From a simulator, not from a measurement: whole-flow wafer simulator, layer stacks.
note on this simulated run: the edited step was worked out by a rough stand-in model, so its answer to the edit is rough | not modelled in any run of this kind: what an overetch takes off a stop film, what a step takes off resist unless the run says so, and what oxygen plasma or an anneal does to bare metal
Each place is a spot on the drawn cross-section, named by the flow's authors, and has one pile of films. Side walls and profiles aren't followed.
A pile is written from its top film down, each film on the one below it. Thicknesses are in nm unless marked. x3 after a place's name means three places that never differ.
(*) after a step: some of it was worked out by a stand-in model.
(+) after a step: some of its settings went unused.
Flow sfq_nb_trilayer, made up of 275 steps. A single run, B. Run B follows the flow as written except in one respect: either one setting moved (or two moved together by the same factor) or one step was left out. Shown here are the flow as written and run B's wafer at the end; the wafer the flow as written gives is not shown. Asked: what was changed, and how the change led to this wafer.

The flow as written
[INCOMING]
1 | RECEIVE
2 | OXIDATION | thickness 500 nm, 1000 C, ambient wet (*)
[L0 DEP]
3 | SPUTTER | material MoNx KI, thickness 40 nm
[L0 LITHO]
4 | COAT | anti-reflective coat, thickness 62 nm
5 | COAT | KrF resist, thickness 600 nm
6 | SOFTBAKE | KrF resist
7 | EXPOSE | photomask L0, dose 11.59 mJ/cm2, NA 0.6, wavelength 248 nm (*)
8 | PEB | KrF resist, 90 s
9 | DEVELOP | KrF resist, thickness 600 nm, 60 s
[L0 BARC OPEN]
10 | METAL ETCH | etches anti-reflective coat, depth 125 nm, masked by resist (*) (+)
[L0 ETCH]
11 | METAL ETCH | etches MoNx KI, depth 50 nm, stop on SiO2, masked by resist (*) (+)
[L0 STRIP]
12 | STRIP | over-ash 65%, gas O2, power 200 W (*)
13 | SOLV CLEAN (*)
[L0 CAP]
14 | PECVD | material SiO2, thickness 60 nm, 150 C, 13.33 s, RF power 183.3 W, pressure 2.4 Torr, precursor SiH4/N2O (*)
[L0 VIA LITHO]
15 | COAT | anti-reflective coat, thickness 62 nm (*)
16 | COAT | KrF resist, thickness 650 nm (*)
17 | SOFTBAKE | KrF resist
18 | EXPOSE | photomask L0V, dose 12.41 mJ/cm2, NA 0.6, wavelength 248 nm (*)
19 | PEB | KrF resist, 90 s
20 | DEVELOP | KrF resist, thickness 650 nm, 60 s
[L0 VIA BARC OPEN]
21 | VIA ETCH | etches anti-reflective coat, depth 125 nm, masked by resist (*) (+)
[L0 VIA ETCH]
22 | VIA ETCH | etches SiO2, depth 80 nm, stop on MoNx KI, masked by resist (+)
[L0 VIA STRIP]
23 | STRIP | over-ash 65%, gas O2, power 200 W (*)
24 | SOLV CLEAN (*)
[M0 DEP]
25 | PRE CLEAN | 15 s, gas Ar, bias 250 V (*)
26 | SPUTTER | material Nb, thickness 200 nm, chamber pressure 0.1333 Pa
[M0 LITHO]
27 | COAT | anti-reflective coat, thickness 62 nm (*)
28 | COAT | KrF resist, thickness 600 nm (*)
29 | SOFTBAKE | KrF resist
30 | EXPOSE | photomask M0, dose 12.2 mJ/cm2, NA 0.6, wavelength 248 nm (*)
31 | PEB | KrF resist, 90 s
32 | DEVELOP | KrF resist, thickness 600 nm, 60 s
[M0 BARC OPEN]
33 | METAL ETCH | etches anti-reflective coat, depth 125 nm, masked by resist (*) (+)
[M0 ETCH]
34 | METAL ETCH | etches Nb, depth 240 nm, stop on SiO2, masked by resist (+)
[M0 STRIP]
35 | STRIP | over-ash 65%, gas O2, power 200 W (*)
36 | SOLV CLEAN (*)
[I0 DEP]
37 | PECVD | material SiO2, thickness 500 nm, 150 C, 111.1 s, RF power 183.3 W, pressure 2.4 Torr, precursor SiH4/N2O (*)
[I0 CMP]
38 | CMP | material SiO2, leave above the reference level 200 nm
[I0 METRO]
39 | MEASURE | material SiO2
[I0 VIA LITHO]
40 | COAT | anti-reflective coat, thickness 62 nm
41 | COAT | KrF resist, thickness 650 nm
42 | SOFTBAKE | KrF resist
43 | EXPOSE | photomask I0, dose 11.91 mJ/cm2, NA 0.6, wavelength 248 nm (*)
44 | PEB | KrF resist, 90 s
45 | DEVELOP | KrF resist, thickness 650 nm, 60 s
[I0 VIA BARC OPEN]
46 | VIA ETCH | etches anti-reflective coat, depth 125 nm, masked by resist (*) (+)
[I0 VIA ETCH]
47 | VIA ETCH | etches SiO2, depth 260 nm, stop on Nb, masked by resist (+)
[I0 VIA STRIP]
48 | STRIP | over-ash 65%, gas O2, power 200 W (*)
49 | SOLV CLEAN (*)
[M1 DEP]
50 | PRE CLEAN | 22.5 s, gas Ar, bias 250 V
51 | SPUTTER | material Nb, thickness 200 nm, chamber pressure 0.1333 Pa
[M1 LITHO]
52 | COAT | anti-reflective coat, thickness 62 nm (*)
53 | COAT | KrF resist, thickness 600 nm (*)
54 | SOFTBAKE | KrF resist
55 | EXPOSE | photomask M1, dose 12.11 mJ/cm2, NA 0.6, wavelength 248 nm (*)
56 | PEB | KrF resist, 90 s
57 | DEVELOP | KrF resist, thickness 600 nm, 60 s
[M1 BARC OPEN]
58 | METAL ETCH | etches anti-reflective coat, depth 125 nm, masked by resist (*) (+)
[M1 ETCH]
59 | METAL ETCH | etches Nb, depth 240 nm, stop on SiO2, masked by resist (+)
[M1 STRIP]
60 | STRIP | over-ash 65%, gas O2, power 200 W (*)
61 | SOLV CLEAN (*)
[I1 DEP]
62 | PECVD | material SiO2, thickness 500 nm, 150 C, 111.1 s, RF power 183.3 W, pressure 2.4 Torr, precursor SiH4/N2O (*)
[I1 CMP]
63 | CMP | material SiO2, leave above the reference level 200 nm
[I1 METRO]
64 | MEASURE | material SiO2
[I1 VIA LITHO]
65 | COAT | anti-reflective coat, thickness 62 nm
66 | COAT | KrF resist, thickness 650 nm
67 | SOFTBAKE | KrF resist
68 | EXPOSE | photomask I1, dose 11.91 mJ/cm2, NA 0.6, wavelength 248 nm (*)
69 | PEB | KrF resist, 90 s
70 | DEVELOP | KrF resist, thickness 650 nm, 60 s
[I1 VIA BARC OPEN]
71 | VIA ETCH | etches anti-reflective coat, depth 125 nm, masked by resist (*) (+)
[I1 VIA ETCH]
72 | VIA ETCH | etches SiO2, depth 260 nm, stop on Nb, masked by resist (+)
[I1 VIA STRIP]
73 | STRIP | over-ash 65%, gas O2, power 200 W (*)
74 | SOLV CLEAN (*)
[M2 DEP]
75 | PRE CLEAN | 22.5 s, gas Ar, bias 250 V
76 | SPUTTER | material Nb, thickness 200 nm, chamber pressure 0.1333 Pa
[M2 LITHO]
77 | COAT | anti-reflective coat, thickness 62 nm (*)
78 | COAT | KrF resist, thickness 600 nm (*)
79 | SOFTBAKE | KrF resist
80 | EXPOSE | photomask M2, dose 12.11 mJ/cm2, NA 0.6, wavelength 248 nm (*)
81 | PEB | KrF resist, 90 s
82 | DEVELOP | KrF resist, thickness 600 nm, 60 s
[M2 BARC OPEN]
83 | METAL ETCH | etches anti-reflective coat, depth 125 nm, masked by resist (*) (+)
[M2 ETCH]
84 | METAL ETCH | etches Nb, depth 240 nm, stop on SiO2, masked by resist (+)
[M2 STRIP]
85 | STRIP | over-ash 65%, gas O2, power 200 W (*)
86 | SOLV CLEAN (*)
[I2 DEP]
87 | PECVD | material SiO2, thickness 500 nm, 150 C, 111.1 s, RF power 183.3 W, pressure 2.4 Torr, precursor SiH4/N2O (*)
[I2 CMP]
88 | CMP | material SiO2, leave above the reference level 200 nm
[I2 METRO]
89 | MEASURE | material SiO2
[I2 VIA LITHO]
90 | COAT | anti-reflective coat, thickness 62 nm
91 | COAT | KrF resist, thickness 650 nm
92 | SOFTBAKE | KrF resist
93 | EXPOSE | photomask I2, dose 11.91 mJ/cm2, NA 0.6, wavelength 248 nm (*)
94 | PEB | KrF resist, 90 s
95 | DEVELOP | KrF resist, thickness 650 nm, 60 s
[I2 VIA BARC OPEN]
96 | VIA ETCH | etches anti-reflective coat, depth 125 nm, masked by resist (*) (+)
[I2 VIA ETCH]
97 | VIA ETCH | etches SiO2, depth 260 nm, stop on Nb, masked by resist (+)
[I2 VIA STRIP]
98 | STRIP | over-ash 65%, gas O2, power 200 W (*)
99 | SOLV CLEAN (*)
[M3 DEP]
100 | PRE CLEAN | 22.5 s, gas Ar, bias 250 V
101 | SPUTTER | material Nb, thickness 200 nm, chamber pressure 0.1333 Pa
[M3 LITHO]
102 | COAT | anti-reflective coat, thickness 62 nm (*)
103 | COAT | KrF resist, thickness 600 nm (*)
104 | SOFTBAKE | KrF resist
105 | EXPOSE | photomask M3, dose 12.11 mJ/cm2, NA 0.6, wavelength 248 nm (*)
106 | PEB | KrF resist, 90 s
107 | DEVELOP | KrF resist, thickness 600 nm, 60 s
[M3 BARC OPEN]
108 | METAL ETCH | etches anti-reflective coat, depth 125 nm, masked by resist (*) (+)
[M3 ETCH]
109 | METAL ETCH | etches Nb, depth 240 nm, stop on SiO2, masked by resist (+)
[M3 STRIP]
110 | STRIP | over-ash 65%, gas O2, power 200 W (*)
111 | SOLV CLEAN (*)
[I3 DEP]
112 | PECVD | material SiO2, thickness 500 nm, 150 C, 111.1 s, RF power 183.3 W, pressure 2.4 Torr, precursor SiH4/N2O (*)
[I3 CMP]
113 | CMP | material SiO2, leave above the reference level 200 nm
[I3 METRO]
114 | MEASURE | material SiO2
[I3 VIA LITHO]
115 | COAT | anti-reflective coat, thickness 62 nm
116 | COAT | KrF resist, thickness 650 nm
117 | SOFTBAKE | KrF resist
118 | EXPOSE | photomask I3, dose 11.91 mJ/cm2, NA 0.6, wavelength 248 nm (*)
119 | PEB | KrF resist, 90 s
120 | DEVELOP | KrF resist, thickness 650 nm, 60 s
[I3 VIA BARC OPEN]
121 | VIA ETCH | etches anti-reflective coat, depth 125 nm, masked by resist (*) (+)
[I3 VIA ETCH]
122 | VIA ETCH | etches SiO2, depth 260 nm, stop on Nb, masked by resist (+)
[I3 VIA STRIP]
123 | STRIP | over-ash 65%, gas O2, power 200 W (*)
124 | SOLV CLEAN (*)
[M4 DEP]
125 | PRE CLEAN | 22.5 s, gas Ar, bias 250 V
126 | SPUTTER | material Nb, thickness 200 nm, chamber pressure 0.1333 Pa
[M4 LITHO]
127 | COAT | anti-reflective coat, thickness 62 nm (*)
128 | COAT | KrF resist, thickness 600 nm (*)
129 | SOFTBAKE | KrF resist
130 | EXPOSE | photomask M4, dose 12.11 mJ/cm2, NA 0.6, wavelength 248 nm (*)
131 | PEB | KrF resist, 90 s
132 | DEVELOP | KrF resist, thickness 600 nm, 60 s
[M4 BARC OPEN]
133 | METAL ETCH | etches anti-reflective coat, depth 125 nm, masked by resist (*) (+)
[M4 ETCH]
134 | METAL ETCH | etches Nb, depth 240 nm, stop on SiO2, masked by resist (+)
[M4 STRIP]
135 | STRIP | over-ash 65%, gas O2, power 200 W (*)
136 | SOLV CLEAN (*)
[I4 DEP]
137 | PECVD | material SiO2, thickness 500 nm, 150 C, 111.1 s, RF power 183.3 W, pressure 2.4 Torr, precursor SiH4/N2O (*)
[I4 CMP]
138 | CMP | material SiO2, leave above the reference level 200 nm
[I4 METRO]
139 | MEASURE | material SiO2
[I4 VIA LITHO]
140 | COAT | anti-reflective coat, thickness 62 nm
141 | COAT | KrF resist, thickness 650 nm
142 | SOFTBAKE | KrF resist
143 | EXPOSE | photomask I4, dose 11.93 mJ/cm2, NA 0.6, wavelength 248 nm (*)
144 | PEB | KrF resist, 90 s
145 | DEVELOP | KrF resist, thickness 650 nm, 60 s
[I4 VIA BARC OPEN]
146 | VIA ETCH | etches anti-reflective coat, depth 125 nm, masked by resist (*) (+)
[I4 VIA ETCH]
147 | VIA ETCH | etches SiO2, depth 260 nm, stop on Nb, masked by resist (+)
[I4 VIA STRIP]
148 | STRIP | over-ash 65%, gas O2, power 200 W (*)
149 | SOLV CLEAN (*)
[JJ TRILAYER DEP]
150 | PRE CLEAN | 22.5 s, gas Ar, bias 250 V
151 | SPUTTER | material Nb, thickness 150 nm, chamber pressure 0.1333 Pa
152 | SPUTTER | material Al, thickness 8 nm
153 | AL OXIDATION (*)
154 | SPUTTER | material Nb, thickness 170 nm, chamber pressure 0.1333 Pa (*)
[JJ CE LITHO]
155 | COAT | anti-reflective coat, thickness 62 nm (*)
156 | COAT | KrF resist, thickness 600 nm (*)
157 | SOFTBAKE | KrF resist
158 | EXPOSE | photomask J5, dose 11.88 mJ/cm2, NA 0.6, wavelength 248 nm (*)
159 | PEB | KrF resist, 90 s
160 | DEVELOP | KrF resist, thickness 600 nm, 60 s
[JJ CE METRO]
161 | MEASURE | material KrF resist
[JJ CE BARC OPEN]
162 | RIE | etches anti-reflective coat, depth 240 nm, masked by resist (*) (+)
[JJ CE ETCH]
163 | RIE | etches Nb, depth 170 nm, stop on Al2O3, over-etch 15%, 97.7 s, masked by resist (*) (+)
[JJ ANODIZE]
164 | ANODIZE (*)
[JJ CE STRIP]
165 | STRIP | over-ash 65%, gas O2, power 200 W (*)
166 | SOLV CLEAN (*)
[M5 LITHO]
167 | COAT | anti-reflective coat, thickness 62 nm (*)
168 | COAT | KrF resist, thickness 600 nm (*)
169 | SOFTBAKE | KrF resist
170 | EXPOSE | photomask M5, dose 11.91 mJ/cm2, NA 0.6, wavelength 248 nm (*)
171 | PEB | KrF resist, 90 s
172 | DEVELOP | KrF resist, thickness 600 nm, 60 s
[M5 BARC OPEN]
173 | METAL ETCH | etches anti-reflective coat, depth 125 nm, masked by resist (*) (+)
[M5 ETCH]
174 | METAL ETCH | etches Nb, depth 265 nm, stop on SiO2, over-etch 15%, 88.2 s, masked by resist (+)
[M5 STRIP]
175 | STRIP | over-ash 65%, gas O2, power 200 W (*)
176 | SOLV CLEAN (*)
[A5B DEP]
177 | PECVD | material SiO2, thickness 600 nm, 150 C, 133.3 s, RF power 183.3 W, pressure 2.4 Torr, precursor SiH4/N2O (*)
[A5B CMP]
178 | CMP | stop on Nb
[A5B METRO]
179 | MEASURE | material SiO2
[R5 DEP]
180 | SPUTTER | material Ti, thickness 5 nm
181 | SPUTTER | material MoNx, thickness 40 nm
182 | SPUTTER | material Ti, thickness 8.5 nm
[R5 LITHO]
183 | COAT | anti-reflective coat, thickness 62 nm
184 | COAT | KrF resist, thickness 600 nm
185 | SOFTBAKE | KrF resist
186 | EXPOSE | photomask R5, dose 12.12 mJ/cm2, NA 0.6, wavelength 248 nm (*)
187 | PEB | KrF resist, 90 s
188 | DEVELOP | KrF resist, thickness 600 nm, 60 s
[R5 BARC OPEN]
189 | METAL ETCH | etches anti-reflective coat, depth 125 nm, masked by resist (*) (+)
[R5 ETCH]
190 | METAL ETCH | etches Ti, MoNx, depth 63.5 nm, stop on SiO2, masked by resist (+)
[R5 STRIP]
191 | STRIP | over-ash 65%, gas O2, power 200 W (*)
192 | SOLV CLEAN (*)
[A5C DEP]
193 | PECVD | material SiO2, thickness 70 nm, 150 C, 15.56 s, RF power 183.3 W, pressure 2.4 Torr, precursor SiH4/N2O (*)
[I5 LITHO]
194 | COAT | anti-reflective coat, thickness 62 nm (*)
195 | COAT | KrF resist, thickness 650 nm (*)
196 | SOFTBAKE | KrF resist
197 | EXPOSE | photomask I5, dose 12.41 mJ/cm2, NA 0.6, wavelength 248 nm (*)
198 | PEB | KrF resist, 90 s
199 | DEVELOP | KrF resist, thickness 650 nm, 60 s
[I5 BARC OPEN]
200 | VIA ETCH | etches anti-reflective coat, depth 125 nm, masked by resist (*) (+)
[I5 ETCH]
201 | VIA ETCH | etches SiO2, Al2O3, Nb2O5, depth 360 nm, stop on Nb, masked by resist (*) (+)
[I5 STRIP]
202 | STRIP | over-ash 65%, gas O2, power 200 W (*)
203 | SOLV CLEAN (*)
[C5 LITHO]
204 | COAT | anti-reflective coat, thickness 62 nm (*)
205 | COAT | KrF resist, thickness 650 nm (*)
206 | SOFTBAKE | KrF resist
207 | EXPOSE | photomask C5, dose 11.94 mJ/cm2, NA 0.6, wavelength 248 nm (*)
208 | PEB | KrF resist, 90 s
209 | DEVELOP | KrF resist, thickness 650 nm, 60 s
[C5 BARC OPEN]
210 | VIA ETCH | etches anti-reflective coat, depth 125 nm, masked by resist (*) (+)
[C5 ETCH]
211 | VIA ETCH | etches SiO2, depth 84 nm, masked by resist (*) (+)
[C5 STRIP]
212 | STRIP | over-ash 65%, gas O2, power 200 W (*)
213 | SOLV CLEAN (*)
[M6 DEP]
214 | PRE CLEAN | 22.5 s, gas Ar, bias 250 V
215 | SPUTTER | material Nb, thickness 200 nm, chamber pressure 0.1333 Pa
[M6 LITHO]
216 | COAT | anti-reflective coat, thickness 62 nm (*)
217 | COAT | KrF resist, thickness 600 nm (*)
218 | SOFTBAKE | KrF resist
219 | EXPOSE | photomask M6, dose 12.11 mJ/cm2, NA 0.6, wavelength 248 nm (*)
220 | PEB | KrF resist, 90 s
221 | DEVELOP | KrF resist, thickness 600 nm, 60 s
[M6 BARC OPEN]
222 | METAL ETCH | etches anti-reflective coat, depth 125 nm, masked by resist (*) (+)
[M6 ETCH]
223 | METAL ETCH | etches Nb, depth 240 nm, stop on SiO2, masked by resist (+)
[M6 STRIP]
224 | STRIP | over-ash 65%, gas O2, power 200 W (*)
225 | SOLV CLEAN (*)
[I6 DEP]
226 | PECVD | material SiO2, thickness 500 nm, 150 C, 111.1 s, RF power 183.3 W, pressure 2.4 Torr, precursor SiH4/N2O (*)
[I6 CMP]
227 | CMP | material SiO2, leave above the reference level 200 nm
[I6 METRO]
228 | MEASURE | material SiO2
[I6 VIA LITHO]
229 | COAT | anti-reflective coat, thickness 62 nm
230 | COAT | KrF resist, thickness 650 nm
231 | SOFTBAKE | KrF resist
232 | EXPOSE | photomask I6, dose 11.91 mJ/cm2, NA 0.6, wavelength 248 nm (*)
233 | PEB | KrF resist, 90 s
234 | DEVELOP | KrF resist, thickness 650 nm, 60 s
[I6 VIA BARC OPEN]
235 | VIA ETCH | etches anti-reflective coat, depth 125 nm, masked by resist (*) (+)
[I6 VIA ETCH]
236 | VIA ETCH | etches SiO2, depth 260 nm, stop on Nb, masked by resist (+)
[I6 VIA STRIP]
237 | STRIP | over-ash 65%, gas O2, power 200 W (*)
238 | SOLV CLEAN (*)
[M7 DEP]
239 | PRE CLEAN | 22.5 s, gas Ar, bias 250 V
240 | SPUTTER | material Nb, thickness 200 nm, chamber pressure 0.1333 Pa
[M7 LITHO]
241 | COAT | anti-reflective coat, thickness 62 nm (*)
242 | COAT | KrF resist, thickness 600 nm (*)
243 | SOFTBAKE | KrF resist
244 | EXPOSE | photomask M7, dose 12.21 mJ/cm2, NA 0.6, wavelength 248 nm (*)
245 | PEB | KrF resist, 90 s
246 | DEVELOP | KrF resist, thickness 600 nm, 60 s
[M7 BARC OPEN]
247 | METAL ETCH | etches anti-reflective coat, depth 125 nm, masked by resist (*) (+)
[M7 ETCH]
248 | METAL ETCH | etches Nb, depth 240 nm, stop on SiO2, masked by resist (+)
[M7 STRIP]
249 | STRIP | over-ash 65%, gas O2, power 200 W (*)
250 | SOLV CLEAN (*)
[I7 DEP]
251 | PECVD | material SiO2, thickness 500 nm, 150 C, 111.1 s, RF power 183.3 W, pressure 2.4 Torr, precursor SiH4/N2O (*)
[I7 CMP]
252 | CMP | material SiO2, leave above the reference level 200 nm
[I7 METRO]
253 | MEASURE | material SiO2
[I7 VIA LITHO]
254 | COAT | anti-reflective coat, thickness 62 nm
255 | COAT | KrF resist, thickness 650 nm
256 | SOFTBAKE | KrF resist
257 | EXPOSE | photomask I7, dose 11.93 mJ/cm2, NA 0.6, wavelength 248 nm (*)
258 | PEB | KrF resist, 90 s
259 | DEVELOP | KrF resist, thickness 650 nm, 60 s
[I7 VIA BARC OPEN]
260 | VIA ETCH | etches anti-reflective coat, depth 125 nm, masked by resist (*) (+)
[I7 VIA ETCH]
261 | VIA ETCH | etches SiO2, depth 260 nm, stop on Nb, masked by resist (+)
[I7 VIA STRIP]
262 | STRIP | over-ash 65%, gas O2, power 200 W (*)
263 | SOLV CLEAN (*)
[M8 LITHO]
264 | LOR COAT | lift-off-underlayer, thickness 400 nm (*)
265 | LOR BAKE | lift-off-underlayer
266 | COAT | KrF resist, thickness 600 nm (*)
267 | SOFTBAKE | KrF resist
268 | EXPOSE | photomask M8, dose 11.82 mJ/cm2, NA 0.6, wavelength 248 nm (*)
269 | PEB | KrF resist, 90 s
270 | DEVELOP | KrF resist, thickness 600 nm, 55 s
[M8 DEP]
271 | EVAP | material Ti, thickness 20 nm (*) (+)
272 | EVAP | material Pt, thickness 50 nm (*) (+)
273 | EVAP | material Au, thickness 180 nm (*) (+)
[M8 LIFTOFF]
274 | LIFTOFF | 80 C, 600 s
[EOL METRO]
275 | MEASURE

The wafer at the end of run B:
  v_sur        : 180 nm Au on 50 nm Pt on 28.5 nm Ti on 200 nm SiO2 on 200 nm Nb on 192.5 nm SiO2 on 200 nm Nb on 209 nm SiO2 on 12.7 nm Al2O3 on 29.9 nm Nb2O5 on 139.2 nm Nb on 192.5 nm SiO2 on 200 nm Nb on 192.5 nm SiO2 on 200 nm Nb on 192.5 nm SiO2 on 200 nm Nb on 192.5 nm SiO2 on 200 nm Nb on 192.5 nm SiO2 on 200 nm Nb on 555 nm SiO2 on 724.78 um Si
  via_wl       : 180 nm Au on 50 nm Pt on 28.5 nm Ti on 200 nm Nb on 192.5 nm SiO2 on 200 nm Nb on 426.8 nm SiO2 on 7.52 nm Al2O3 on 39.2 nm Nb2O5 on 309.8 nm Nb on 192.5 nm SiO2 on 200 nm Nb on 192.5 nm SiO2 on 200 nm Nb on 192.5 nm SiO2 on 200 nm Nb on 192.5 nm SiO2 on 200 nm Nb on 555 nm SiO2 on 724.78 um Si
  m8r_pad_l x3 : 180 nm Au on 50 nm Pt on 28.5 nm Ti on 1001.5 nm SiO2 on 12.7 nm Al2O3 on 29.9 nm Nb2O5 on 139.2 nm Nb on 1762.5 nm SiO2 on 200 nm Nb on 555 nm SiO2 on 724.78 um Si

What caused this: step 271, EVAP: thickness 28.5 nm was run, while the flow as written has thickness 20 nm.
The wafer lets one read it off: v_sur has Ti 28.5, and step 271 as written asks for 20 nm.

Step by step, how the change led to this:
  271 | EVAP | material Ti, thickness 20 nm (*) (+)
      field_l, v_sur, via_wl and 103 more: +28.5 Ti (new film) (in the flow as written it would be: +20 Ti (new film))
  274 | LIFTOFF | 80 C, 600 s
      p4_fl x3, p4_w1 x9, p4_g1 x2 and 60 more: -180 Au (all of it), -50 Pt (all of it), -28.5 Ti (all of it), -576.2 KrF resist (all of it), -400 lift-off-underlayer (all of it) (in the flow as written it would be: -180 Au (all of it), -50 Pt (all of it), -20 Ti (all of it), -576.2 KrF resist (all of it), -400 lift-off-underlayer (all of it))
      c5j, ce_r: -180 Au (all of it), -50 Pt (all of it), -28.5 Ti (all of it), -573.3 KrF resist (all of it), -399.3 lift-off-underlayer (all of it) (in the flow as written it would be: -180 Au (all of it), -50 Pt (all of it), -20 Ti (all of it), -573.3 KrF resist (all of it), -399.3 lift-off-underlayer (all of it))
      (also at 19 further places)
